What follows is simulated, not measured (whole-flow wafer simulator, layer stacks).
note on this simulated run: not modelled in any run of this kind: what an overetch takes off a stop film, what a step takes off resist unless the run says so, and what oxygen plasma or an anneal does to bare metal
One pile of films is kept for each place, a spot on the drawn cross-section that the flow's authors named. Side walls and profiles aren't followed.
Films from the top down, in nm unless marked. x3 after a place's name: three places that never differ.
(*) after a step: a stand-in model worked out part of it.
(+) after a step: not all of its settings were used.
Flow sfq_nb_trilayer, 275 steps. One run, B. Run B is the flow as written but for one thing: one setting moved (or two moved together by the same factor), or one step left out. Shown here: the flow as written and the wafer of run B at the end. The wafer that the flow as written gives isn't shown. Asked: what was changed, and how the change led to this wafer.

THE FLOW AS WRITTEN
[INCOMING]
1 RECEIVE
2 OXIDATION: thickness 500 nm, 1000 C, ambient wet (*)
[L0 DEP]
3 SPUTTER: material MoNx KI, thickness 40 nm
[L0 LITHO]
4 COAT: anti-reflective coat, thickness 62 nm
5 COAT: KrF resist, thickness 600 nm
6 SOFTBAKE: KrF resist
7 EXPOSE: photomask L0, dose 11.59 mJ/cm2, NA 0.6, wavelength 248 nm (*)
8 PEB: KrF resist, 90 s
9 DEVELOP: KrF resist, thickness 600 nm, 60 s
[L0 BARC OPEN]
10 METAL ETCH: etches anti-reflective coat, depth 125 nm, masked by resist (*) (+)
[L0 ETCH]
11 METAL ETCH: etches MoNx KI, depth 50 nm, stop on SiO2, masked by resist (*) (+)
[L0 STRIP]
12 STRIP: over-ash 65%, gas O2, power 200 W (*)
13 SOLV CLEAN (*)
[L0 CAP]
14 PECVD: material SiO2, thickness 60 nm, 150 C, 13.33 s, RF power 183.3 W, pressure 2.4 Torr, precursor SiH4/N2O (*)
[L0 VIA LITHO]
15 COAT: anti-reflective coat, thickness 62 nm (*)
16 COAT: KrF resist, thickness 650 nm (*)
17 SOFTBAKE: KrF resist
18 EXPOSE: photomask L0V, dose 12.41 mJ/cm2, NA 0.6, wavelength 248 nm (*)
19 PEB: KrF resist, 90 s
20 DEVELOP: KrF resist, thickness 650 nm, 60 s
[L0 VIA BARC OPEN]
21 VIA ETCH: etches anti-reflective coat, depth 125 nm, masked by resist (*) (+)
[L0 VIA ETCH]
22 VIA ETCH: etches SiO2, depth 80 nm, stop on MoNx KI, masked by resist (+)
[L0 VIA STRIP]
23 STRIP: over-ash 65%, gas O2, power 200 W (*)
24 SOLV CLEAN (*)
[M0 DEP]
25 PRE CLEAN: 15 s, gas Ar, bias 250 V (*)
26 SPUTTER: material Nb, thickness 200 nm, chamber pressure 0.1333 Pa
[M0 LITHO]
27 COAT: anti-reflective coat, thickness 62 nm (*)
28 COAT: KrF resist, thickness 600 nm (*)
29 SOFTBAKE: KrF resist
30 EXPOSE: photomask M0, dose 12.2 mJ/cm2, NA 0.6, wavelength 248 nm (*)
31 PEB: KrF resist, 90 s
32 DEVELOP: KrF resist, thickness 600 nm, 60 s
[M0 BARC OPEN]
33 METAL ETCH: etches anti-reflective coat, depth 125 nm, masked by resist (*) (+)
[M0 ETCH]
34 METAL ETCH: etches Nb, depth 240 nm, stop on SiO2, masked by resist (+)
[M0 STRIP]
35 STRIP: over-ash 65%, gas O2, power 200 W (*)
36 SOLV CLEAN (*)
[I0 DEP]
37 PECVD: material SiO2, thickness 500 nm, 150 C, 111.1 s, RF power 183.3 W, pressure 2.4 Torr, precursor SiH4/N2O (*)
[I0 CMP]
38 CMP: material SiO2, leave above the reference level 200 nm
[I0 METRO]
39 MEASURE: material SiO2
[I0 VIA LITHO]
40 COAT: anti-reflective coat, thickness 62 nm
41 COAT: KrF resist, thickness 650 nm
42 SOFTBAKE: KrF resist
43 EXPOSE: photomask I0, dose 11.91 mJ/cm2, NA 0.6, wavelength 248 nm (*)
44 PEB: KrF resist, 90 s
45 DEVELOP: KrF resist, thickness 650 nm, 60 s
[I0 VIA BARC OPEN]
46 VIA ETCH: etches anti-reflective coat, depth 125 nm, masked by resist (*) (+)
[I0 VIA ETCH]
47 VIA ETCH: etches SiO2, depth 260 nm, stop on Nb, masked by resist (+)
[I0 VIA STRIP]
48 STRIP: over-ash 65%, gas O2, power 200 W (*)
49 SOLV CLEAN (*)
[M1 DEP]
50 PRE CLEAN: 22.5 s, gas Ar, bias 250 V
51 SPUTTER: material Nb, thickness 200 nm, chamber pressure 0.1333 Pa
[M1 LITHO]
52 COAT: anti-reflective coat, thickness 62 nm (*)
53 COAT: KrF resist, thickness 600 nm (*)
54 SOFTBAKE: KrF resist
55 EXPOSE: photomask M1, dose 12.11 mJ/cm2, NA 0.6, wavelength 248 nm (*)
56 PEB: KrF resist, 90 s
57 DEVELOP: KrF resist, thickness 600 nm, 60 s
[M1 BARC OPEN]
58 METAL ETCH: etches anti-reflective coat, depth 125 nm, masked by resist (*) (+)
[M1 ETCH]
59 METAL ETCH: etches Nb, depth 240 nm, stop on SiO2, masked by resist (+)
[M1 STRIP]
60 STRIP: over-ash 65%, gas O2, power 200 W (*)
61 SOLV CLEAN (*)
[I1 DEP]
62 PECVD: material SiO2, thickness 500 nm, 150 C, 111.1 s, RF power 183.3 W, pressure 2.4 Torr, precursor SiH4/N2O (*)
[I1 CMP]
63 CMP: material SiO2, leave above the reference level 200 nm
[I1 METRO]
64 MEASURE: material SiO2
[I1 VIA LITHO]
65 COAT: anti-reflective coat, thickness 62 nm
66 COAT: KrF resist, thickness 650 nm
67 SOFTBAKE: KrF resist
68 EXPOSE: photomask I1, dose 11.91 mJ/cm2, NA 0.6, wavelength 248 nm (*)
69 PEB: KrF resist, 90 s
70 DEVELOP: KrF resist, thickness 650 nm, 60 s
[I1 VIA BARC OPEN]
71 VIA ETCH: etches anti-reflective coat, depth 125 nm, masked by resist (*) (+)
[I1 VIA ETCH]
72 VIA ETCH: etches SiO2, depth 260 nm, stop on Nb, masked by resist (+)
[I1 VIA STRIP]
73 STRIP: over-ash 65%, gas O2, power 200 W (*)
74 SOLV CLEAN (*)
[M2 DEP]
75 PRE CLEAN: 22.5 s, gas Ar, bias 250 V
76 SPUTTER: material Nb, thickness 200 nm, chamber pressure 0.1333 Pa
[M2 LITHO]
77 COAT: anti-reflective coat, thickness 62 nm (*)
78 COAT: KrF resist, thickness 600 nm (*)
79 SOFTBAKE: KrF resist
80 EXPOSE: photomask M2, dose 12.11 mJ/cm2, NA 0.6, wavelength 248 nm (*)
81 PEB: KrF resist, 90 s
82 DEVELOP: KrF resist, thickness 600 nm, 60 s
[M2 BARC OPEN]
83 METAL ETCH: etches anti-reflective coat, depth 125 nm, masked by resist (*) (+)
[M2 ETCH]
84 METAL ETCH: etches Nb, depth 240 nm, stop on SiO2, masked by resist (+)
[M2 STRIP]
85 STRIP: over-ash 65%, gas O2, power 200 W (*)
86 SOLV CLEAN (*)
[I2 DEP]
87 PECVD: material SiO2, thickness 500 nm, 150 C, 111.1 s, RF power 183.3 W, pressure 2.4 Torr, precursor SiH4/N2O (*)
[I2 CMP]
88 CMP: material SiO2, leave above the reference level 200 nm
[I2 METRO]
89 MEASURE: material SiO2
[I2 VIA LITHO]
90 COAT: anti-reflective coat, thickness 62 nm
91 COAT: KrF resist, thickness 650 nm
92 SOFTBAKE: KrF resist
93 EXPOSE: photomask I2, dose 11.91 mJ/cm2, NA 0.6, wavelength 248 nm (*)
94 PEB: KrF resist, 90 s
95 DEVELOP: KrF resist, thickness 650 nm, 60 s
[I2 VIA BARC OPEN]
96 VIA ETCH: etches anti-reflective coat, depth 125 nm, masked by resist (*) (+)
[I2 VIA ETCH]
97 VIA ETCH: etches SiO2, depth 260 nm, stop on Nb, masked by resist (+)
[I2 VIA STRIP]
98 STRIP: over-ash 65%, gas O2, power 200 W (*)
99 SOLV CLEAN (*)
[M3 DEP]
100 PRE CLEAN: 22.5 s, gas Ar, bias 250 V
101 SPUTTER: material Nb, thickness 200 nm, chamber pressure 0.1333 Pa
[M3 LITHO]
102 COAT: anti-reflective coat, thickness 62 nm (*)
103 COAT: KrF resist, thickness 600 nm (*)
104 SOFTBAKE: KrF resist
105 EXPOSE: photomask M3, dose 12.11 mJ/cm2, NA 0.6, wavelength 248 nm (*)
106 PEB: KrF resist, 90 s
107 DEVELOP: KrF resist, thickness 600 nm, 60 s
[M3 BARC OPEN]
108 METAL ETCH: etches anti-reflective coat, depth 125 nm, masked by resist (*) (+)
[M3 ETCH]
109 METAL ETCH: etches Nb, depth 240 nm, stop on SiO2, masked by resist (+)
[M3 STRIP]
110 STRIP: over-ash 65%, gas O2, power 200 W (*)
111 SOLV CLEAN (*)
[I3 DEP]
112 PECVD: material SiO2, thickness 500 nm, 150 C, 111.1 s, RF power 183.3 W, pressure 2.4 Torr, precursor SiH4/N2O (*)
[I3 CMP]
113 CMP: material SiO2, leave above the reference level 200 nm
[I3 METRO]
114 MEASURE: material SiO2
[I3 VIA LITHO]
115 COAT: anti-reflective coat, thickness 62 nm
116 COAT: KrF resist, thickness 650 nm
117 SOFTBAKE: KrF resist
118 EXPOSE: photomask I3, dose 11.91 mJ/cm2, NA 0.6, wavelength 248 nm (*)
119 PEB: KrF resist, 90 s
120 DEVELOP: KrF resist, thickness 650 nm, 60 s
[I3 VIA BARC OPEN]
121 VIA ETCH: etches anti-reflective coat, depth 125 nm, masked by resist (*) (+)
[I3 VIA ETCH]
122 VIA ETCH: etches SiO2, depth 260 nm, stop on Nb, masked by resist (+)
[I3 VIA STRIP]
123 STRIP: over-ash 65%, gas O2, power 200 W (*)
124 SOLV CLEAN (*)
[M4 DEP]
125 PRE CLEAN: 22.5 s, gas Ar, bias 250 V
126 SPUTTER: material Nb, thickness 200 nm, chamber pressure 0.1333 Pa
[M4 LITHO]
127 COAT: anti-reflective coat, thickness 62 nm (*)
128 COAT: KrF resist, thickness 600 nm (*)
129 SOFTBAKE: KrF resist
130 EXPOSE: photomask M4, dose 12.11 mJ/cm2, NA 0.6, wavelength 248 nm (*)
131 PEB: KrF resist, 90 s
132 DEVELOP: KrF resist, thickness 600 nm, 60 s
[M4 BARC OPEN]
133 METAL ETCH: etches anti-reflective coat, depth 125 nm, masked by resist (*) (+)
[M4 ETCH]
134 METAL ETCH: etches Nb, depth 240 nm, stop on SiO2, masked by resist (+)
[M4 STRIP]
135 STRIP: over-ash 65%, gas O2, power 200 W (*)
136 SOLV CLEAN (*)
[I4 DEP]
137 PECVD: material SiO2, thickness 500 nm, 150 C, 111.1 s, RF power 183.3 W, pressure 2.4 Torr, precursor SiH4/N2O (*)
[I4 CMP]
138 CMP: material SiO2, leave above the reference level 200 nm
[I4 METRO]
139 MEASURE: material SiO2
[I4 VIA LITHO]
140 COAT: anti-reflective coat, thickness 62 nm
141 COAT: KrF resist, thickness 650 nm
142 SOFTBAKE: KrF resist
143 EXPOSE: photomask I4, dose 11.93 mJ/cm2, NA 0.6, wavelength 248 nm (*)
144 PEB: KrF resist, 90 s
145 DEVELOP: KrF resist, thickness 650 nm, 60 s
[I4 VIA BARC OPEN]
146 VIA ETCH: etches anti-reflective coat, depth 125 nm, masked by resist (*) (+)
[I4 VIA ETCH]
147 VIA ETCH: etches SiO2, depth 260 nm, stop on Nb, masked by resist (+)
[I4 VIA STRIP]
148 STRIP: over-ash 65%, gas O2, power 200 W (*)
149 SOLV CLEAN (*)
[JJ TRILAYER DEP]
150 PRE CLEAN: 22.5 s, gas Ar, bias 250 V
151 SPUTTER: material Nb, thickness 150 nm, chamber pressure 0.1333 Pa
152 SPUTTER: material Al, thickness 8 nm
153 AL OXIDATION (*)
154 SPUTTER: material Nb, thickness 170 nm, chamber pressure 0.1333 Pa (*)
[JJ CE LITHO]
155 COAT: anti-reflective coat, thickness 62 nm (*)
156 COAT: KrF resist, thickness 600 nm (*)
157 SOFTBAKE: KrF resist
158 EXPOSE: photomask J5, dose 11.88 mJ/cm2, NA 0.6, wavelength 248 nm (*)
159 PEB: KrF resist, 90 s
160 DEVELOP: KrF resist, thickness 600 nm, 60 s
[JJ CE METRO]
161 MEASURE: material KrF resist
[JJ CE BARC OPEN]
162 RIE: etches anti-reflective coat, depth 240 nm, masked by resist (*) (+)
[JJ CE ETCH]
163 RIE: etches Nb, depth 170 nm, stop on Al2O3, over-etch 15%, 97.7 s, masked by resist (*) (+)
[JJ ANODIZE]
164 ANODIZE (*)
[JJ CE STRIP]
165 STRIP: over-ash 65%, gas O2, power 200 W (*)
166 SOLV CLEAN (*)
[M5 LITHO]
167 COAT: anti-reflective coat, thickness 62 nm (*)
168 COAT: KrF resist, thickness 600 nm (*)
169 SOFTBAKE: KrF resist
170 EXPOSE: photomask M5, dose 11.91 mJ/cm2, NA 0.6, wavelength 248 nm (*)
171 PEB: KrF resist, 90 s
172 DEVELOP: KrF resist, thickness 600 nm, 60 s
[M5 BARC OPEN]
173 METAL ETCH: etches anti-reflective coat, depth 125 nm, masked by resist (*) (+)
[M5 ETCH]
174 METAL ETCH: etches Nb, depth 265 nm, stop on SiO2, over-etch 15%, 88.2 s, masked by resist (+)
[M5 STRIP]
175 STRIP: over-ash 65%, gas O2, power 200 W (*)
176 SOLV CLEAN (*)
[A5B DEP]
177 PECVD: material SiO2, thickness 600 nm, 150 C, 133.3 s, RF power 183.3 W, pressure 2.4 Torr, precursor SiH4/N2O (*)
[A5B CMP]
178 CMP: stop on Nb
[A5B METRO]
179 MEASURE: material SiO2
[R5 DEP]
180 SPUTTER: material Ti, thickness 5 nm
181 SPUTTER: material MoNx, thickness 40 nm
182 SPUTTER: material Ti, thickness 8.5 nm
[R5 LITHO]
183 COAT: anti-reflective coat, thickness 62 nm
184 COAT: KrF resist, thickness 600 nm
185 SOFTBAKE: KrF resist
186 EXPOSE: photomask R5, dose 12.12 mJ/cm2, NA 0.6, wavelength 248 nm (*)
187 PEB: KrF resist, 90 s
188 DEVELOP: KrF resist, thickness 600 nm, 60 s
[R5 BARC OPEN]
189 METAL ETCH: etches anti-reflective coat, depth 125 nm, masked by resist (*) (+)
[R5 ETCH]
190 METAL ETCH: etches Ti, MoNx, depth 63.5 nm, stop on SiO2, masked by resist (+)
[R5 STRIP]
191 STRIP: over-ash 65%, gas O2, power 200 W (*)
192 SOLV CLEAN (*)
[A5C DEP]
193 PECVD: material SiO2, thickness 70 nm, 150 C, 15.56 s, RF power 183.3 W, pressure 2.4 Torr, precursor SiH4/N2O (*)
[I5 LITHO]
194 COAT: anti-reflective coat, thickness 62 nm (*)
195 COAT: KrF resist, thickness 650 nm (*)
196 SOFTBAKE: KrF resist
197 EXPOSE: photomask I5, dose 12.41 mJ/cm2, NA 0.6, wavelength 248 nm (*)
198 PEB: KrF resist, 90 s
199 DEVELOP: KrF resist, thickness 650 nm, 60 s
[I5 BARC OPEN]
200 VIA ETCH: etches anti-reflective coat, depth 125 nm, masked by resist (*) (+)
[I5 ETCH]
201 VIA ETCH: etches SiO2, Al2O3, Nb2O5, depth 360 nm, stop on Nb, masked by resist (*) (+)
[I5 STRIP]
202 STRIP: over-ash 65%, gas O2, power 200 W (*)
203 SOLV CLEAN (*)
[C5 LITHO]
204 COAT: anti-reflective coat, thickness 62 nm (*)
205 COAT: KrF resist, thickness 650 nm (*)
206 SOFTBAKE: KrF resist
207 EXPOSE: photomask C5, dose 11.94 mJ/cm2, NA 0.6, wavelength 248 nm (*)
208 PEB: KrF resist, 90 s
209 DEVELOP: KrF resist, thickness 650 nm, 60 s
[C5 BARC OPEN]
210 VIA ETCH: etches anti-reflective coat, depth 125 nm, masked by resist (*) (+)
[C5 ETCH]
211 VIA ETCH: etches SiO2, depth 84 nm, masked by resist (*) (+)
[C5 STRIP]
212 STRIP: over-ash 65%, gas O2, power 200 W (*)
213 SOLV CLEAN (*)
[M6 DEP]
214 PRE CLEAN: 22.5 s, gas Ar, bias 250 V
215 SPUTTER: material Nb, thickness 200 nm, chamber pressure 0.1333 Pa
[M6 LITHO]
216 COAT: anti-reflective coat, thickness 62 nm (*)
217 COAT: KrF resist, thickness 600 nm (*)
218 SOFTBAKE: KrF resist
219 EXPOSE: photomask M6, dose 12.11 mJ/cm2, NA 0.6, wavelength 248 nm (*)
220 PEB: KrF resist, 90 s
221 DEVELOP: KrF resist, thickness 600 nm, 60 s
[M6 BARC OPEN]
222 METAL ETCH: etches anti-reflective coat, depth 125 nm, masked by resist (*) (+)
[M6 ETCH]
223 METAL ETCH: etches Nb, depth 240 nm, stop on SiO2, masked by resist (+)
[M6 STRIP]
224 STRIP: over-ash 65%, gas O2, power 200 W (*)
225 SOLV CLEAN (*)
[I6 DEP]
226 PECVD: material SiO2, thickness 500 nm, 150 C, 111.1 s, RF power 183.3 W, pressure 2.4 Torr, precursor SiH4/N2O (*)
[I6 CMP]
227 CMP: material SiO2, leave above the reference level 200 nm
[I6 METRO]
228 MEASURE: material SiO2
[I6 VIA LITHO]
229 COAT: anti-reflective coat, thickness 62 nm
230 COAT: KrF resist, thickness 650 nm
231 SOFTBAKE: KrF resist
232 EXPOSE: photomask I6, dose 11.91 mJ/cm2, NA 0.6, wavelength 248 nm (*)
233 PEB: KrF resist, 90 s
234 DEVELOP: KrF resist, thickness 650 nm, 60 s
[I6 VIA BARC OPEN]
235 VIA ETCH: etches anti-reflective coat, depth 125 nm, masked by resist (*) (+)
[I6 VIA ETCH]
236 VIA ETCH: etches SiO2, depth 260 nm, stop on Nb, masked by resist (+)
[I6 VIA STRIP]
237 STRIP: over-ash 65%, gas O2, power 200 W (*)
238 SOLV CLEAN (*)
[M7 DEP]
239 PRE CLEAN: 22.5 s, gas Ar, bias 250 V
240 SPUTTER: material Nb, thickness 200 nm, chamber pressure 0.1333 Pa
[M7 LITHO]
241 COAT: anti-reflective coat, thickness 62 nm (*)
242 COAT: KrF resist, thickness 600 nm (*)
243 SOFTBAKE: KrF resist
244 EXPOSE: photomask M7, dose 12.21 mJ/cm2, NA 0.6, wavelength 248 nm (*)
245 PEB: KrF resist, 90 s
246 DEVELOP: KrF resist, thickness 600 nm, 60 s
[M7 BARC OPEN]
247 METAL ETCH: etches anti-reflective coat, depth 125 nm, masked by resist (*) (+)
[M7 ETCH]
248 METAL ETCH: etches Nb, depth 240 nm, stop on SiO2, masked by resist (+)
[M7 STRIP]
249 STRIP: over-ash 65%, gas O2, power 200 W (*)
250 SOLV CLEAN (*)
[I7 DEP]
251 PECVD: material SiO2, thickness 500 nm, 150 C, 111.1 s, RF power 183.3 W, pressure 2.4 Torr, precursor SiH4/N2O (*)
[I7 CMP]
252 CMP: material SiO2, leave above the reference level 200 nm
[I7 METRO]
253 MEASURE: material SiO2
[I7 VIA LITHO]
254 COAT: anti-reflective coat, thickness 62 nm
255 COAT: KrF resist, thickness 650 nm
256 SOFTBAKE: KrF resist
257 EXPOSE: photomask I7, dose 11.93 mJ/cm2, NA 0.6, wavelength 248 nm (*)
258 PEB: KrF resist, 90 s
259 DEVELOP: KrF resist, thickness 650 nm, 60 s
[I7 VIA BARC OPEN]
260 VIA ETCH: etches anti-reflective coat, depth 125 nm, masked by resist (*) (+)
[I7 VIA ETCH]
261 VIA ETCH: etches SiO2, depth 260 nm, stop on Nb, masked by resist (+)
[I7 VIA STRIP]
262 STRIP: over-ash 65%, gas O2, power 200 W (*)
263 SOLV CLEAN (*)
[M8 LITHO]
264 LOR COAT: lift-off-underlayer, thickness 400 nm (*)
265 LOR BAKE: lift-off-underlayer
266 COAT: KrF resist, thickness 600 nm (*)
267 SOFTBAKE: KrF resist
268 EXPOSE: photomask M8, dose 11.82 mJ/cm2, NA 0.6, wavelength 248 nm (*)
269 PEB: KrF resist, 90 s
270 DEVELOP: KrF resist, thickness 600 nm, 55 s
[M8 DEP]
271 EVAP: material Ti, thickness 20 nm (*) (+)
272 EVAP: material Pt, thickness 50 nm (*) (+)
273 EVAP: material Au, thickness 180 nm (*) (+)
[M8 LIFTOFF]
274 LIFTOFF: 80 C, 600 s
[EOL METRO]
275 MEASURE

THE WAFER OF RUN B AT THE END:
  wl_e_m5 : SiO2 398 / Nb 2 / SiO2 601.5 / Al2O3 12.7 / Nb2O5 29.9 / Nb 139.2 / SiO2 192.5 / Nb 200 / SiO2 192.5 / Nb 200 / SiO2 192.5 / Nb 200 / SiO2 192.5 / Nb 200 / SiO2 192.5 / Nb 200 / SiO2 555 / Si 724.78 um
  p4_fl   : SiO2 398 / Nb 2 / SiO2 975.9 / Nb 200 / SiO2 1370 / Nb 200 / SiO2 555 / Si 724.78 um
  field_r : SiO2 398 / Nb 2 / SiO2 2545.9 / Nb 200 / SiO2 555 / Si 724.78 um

The cause: step 248, METAL ETCH: depth 198 nm was run, where the flow has depth 240 nm.

How the change led to this, step by step:
  248 METAL ETCH: etches Nb, depth 240 nm, stop on SiO2, masked by resist (+)
      field_l, field_r, lsp_l and 62 more: Nb -198 (as written it would be: Nb -200 (all of it))
      v_sur, via_wl, via_w and 38 more: KrF resist -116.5 (as written it would be: KrF resist -141.2)
  249 STRIP: over-ash 65%, gas O2, power 200 W (*)
      wl_j_sl, wl_jj, wl_j_sr and 14 more: KrF resist -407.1 (all of it), anti-reflective coat -62 (all of it) (as written it would be: KrF resist -382.4 (all of it), anti-reflective coat -62 (all of it))
      ln_m5, lsp_m, ln_m6: KrF resist -406.6 (all of it), anti-reflective coat -61.8 (all of it) (as written it would be: KrF resist -381.9 (all of it), anti-reflective coat -61.8 (all of it))
      (and at 21 more places)
  251 PECVD: material SiO2, thickness 500 nm, 150 C, 111.1 s, RF power 183.3 W, pressure 2.4 Torr, precursor SiH4/N2O (*)
      field_l, p4_fl, p4_fm and 56 more: SiO2 +500 (new film) (as written it would be: SiO2 +500)
      field_r, lsp_l: SiO2 +477.9 (new film) (as written it would be: SiO2 +477.7)
      (and at 4 more places)
  252 CMP: material SiO2, leave above the reference level 200 nm
      field_r, lsp_l: SiO2 -79.9 (as written it would be: SiO2 -77.7)
      l0_sur, l0v: SiO2 -90 (as written it would be: SiO2 -87.8)
Counting metal films that touch as one body, wl_e_m5 has 7 bodies (between them, from the top down: SiO2 601.5 / Al2O3 12.7 / Nb2O5 29.9; SiO2 192.5; SiO2 192.5; SiO2 192.5; SiO2 192.5; SiO2 192.5); the flow as written gives 6 bodies (between them, from the top down: SiO2 192.5; SiO2 192.5; SiO2 192.5; SiO2 192.5; SiO2 192.5).
Counting metal films that touch as one body, p4_fl has 3 bodies (between them, from the top down: SiO2 975.9; SiO2 1370); the flow as written gives 2 bodies (between them, from the top down: SiO2 1370).
Counting metal films that touch as one body, field_r has 2 bodies (between them, from the top down: SiO2 2545.9); the flow as written gives 1 body.
